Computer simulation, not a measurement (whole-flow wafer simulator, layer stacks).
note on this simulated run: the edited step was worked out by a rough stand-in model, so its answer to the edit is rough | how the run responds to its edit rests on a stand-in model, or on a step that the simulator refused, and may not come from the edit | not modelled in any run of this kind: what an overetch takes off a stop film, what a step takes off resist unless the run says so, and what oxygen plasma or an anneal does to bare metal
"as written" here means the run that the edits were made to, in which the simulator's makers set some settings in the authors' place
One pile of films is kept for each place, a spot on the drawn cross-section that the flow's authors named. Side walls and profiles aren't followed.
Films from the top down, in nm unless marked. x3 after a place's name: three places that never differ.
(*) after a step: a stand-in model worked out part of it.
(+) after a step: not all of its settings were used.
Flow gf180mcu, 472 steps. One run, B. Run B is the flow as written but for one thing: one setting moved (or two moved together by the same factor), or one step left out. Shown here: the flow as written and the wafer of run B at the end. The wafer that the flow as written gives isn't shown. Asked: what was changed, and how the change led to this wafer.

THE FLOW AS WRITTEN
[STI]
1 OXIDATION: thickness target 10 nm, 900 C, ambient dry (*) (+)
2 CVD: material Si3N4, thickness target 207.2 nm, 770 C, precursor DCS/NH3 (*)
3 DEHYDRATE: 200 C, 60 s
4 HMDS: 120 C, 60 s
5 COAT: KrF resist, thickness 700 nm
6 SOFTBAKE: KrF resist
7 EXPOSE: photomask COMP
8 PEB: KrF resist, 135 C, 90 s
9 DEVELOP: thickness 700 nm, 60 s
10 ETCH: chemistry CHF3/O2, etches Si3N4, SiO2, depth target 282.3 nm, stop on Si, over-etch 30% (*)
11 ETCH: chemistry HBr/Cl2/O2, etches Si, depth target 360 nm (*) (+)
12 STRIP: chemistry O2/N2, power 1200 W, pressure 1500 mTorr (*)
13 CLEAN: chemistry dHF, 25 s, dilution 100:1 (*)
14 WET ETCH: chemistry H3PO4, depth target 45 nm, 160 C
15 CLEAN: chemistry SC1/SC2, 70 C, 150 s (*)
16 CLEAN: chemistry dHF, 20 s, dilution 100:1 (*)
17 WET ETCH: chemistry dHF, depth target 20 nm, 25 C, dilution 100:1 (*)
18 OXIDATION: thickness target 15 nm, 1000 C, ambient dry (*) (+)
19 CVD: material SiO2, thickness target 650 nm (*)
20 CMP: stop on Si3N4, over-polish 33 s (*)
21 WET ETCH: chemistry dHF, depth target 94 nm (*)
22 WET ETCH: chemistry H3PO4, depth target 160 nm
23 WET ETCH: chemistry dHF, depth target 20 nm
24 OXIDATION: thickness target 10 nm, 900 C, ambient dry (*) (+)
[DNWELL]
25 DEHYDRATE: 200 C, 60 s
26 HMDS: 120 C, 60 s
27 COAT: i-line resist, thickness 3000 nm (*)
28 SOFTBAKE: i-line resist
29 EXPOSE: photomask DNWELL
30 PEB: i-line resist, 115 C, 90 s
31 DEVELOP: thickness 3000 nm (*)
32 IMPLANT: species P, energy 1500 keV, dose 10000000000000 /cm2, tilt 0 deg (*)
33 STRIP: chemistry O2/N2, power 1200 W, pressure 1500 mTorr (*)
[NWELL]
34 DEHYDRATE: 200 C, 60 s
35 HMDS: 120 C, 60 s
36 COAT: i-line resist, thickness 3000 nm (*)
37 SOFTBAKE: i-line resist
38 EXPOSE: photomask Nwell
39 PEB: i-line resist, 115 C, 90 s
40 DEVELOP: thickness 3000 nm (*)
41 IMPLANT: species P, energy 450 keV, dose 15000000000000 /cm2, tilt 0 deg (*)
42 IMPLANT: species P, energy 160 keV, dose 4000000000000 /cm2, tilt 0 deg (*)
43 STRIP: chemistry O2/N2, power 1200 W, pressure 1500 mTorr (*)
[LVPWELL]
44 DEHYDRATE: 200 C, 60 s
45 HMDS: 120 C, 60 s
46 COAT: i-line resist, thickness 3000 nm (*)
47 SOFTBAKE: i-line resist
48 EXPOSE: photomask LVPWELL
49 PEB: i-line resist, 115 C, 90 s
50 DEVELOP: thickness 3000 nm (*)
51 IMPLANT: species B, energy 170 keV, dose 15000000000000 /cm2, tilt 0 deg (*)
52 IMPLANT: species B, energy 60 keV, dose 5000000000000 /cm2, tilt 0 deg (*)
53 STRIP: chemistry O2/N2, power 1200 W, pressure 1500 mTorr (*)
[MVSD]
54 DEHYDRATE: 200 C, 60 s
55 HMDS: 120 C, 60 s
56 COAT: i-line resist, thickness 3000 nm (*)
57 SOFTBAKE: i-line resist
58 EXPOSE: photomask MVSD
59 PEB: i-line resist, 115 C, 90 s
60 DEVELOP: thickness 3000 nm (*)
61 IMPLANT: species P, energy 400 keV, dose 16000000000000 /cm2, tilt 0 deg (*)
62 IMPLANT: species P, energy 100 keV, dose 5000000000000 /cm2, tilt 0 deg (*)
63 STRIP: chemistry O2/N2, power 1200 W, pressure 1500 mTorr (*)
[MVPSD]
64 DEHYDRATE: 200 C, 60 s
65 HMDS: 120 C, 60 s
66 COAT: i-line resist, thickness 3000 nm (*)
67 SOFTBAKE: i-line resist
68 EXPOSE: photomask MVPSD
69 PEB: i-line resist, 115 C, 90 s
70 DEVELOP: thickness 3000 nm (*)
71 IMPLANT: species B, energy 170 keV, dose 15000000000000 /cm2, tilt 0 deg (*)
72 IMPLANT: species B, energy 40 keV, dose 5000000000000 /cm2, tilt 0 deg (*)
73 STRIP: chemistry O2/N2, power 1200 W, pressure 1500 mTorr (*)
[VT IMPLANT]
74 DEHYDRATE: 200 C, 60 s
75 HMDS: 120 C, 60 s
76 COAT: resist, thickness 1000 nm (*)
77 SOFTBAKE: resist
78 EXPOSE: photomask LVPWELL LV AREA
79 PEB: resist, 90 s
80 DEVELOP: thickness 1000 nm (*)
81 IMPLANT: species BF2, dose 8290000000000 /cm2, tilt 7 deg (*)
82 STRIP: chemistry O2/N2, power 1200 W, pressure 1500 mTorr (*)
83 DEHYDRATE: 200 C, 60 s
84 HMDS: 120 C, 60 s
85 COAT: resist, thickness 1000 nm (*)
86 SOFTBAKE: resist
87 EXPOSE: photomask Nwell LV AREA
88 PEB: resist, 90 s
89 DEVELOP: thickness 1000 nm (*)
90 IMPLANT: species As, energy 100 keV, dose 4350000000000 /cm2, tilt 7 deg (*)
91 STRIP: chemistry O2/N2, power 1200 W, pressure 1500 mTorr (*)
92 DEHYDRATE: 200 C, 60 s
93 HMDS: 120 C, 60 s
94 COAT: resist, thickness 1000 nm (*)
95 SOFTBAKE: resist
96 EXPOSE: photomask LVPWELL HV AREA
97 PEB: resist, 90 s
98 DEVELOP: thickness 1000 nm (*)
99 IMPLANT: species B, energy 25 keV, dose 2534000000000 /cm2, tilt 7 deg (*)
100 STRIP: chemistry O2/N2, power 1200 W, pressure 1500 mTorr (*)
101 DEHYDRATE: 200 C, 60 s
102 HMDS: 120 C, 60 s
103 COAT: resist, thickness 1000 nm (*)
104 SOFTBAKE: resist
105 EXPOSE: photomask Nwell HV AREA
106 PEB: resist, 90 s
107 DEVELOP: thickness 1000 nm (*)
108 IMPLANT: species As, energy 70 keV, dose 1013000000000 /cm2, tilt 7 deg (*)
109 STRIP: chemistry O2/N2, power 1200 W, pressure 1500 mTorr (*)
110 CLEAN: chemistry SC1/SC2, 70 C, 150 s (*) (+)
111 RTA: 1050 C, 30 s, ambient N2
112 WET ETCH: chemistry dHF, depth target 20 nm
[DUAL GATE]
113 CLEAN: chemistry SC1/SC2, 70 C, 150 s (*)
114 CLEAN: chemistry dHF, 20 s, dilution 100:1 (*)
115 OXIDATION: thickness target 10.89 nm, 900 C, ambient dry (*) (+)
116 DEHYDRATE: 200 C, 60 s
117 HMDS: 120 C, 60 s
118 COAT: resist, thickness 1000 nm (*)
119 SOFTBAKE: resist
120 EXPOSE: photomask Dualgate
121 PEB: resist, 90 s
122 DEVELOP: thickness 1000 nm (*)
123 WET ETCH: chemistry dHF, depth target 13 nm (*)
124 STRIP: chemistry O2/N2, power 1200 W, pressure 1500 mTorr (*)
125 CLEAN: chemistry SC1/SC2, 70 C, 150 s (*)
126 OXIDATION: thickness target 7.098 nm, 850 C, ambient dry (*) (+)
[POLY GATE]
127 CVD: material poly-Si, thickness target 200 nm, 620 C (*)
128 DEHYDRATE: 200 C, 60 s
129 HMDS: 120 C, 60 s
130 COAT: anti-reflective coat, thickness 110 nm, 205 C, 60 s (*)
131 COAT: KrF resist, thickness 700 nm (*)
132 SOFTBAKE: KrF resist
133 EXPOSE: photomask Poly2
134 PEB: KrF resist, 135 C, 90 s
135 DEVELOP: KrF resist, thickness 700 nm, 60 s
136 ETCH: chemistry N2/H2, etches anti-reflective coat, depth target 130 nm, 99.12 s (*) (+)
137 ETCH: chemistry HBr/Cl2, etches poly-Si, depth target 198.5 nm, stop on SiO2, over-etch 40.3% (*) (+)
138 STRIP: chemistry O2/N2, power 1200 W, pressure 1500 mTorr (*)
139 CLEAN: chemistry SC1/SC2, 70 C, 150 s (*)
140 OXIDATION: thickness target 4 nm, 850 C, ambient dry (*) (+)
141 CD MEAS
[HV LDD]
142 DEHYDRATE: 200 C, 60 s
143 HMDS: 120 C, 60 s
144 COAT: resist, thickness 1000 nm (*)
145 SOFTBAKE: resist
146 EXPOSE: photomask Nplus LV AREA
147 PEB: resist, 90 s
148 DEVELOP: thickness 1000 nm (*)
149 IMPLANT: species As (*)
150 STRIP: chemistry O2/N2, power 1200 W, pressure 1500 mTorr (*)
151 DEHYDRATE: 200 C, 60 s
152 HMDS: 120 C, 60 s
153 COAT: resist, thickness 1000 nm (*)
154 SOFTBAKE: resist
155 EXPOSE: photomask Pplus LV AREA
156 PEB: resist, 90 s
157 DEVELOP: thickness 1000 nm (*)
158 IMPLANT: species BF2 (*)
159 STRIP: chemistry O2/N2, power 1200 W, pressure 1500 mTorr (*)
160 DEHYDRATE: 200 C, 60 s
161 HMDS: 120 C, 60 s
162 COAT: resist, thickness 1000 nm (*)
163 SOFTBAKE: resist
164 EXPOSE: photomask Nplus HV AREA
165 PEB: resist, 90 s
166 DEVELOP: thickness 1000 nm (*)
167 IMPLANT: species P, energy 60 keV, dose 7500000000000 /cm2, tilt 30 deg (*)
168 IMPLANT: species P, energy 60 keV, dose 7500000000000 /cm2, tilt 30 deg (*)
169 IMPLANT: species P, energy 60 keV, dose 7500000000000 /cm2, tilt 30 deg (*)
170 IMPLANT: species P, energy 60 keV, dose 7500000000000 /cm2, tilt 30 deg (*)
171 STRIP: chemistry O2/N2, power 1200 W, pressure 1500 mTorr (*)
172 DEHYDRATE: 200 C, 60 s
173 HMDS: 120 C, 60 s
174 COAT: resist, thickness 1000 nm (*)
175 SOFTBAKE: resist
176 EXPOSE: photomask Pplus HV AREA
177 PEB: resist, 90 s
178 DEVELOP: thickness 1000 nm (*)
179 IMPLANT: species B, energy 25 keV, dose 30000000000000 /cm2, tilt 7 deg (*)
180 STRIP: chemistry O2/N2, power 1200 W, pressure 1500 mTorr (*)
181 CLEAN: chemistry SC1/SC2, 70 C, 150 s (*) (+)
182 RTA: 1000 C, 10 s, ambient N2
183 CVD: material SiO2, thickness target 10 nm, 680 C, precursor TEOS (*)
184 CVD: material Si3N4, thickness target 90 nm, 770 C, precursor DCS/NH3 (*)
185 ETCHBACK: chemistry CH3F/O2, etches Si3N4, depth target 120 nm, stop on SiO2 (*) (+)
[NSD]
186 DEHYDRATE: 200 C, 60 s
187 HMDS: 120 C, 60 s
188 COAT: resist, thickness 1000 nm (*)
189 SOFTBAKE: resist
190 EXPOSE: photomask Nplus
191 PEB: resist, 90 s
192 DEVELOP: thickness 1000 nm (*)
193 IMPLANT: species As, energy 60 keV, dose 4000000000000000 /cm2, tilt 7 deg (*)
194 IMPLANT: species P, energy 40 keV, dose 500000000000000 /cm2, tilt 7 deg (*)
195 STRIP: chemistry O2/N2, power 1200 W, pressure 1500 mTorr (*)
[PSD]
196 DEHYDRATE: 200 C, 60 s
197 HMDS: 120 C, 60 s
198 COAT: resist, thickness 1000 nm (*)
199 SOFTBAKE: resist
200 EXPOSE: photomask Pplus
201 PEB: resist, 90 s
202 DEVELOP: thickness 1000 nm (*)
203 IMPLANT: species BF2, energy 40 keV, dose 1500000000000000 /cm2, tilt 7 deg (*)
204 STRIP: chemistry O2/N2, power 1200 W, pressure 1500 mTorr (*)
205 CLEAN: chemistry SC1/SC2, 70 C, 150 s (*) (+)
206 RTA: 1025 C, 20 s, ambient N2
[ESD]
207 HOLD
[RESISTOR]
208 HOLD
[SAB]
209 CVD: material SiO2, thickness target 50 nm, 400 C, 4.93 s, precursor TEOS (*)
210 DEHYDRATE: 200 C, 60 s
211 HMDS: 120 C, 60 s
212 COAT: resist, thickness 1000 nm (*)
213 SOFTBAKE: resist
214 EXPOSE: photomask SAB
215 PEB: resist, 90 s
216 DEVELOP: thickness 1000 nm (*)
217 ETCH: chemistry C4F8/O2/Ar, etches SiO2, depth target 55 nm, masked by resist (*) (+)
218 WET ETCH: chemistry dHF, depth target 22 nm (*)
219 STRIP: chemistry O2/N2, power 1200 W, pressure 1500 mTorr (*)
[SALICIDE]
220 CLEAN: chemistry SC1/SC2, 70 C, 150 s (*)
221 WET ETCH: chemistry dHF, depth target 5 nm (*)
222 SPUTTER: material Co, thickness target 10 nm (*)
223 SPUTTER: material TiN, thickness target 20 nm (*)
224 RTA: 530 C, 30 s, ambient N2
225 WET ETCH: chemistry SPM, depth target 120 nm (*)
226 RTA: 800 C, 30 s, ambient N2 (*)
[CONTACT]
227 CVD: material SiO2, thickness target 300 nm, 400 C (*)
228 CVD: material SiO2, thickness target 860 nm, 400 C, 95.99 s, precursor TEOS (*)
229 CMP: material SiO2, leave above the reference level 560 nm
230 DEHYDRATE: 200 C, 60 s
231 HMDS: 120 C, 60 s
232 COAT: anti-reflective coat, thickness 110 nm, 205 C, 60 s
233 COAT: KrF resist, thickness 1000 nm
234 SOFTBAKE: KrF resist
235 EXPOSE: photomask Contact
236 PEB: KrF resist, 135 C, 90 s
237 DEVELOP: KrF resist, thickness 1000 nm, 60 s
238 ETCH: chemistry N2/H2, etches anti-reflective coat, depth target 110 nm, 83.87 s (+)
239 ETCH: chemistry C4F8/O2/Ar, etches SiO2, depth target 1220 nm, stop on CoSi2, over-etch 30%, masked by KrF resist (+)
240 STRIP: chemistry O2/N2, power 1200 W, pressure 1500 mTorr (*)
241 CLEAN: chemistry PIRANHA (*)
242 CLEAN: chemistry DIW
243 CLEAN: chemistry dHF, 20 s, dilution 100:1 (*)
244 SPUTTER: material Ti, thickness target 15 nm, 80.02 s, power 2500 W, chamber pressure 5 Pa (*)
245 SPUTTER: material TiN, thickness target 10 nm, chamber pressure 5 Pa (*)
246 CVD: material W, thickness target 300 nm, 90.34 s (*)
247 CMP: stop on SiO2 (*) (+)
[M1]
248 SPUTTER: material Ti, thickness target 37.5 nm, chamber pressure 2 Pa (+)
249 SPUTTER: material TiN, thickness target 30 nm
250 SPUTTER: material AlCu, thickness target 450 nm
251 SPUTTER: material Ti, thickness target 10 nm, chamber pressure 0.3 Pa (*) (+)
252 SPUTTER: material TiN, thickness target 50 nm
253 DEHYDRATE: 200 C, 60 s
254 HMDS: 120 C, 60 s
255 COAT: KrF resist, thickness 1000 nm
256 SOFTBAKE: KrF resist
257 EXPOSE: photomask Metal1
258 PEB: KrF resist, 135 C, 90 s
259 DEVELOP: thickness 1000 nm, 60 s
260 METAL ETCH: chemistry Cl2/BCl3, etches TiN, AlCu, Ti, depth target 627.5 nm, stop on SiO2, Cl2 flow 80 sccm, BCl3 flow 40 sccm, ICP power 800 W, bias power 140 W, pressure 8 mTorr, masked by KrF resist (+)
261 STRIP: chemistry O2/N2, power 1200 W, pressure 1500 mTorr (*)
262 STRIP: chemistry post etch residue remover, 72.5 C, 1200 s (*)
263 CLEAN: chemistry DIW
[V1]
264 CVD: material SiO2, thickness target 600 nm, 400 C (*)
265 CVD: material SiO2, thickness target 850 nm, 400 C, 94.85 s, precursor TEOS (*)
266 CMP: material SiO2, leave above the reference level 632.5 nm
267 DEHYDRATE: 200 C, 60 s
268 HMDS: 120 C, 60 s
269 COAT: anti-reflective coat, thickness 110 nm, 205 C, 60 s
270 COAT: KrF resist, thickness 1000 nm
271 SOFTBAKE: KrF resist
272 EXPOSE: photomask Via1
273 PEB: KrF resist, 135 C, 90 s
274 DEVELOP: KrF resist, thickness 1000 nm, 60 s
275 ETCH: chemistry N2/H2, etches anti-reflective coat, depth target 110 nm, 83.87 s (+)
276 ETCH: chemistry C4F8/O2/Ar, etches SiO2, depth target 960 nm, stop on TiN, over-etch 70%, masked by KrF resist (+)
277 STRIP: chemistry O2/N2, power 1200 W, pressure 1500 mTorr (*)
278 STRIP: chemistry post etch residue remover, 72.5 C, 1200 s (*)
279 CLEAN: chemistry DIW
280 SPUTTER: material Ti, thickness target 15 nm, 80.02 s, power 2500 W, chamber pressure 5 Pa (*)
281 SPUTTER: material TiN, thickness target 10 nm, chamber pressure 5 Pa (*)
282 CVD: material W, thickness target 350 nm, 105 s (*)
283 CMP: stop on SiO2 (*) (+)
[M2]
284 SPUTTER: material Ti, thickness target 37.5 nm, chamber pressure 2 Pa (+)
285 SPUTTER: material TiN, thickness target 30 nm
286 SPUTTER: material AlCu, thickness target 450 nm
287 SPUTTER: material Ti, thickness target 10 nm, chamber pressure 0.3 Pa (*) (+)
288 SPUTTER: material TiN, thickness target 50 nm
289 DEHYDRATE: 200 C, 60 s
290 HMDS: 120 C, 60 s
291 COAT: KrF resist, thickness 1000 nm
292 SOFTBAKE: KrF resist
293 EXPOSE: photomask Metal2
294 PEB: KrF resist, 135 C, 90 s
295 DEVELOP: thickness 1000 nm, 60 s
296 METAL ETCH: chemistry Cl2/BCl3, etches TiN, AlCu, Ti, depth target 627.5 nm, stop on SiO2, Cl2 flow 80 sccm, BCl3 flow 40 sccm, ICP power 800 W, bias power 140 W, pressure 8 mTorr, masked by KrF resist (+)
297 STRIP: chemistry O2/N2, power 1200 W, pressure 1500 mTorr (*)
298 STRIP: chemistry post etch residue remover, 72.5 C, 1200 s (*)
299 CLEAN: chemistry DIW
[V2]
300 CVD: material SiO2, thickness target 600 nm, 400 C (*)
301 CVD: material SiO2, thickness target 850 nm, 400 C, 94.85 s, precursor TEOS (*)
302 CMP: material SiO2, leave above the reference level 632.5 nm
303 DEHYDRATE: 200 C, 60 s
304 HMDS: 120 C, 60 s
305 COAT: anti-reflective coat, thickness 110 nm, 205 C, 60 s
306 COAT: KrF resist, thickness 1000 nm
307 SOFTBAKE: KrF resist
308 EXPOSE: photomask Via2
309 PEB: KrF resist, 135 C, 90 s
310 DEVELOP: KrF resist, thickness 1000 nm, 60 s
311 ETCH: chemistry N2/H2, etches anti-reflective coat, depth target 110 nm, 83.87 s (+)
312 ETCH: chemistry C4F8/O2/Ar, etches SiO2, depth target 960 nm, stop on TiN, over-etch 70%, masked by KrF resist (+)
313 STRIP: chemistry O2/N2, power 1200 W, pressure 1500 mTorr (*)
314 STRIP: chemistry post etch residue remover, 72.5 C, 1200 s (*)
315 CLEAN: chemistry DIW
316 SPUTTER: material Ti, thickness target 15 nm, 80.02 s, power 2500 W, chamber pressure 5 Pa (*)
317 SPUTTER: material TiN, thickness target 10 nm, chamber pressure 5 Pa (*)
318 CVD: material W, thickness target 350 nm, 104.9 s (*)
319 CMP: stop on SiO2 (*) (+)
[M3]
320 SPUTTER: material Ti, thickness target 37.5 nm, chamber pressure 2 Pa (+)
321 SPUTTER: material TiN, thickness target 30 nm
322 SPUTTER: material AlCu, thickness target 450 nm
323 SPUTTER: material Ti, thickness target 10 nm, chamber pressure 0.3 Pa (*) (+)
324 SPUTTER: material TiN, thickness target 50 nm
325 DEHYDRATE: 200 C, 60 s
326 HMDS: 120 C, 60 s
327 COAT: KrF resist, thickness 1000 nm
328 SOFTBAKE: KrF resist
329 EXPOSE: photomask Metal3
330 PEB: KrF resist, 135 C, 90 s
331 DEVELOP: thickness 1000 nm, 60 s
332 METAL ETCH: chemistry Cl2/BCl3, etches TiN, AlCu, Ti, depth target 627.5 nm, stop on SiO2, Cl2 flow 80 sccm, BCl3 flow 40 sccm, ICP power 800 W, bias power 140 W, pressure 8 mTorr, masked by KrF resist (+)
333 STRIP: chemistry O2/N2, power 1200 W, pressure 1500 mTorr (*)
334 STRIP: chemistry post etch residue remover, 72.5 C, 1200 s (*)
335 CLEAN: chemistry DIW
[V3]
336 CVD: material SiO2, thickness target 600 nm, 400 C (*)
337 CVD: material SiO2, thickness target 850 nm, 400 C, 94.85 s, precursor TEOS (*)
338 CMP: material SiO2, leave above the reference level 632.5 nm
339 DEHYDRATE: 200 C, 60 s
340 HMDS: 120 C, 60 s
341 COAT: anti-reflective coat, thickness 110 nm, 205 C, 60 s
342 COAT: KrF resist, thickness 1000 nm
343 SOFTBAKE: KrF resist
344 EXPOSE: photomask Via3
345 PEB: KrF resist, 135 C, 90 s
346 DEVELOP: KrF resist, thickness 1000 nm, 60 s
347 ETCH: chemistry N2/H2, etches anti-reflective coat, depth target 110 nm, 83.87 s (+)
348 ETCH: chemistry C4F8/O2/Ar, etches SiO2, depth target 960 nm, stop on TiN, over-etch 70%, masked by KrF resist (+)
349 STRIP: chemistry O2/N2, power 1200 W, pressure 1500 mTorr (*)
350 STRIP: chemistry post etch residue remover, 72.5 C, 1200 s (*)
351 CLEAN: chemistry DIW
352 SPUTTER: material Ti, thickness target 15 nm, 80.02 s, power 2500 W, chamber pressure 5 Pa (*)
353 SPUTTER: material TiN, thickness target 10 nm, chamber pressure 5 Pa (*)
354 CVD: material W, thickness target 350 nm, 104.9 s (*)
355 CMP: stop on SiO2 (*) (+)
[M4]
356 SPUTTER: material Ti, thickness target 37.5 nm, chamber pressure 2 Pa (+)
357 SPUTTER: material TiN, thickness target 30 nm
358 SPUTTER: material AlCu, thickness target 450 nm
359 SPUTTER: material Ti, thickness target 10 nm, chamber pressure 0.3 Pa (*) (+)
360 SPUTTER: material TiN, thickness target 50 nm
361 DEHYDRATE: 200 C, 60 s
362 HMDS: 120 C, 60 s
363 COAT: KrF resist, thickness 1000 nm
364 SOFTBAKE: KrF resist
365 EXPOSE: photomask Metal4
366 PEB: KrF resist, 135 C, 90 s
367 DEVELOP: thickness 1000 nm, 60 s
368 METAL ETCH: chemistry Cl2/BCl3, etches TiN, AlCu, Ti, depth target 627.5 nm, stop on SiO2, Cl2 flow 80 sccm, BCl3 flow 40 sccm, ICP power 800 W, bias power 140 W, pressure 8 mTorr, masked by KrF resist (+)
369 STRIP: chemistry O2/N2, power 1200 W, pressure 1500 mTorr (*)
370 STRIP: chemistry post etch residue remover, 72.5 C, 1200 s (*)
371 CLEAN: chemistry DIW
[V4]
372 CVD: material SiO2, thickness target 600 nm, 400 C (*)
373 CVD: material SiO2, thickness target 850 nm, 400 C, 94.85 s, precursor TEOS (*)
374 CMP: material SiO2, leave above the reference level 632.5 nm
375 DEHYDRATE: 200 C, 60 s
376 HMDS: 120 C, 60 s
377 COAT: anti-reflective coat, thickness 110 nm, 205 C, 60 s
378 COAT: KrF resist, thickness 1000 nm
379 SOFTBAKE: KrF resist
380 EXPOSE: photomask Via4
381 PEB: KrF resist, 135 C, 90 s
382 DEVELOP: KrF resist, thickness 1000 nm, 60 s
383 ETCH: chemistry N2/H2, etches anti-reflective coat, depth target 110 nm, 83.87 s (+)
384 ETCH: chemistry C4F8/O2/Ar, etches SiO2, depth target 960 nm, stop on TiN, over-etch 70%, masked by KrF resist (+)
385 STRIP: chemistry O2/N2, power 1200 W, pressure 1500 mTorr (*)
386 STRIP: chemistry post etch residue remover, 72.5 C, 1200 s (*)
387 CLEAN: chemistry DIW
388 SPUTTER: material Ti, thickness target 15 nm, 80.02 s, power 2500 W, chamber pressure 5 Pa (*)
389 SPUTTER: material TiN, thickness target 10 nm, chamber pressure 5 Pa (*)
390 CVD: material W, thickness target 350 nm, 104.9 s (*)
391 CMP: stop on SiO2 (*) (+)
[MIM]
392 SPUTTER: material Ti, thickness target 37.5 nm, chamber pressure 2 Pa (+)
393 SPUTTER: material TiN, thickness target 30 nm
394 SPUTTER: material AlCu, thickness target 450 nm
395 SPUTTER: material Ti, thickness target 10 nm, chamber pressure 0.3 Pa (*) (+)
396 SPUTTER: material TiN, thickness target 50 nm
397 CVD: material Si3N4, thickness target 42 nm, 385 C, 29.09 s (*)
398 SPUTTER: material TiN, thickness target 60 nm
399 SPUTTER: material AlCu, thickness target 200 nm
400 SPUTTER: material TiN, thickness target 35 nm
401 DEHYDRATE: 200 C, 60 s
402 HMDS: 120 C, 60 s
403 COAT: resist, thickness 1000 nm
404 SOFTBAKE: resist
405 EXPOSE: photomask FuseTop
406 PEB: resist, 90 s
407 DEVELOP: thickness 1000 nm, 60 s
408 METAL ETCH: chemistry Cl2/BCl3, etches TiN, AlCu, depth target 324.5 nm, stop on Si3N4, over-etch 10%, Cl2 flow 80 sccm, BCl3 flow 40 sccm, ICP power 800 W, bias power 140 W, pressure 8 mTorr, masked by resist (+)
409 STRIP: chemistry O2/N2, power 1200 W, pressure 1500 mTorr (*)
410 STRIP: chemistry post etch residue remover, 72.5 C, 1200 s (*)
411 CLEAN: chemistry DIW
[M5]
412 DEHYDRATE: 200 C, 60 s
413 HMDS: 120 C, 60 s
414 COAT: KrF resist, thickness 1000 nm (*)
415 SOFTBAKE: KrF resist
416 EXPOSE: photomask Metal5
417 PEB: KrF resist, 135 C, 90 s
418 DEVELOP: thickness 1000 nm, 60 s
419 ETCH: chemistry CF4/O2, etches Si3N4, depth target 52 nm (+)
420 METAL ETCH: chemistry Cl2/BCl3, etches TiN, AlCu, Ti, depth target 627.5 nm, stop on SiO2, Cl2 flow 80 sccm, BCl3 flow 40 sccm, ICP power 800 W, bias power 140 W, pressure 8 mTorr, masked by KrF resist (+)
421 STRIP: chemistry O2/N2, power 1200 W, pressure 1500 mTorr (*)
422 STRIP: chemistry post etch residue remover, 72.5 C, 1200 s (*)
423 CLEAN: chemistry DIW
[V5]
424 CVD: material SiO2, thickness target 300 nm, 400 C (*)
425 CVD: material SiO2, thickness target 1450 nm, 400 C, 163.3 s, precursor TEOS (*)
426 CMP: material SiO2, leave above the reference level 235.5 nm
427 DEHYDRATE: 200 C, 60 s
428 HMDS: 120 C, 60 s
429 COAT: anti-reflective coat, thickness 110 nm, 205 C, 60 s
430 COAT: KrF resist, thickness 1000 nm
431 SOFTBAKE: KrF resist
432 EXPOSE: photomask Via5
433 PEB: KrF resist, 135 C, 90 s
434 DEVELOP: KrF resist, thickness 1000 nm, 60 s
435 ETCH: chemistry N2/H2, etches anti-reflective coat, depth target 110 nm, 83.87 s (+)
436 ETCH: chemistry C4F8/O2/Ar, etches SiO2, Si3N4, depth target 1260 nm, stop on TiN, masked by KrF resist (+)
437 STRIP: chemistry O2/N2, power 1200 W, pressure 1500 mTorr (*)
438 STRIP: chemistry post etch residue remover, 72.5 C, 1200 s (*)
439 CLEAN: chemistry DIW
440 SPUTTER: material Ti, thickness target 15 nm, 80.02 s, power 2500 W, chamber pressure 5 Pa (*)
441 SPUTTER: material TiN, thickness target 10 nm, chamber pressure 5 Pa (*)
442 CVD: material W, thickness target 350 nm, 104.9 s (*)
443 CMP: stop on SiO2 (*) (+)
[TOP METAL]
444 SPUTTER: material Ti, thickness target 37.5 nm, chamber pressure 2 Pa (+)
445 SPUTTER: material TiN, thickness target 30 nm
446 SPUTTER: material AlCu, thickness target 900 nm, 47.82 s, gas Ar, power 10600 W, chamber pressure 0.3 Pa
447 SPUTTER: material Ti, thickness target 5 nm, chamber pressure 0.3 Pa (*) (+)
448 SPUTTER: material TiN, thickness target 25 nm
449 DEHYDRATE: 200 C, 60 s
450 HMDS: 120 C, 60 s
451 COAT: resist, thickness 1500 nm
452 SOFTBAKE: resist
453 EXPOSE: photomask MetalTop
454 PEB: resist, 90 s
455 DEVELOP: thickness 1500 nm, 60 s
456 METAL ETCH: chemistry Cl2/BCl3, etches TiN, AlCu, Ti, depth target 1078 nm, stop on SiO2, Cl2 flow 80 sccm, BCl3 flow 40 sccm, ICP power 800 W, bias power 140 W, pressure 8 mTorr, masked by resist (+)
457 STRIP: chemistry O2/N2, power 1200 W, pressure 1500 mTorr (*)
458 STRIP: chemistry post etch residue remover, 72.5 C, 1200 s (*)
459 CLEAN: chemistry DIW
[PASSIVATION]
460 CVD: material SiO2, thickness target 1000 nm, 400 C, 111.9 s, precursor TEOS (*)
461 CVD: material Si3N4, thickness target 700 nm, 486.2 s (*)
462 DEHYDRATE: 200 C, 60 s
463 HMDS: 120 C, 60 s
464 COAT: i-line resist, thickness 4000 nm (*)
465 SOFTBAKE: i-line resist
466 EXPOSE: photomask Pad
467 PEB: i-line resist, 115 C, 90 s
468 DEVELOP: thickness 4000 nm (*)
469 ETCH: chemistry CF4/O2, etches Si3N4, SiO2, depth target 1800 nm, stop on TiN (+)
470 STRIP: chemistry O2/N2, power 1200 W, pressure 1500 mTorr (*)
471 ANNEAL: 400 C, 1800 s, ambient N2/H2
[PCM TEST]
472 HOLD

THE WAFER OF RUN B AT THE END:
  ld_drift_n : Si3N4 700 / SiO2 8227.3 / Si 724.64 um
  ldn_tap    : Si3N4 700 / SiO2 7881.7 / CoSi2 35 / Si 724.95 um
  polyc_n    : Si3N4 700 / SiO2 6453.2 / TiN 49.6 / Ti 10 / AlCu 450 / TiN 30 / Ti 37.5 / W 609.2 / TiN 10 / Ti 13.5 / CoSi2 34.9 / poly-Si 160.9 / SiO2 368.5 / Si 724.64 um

The cause: step 244, SPUTTER: chamber pressure 5.3 Pa was run, where the flow has chamber pressure 5 Pa.

How the change led to this, step by step:
  244 SPUTTER: material Ti, thickness target 15 nm, 80.02 s, power 2500 W, chamber pressure 5 Pa (*)
      field, field__w1, field__w2 and 107 more: Ti +13.5 (new film) (as written it would be: Ti +15 (new film))
      contact: Ti +7.79 (new film) (as written it would be: Ti +8.55 (new film))
  247 CMP: stop on SiO2 (*) (+)
      field, field__w1, field__w2 and 105 more: W -300 (all of it), TiN -10 (all of it), Ti -13.5 (all of it), SiO2 -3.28 (as written it would be: W -300 (all of it), TiN -10 (all of it), Ti -15 (all of it), SiO2 -3.29)
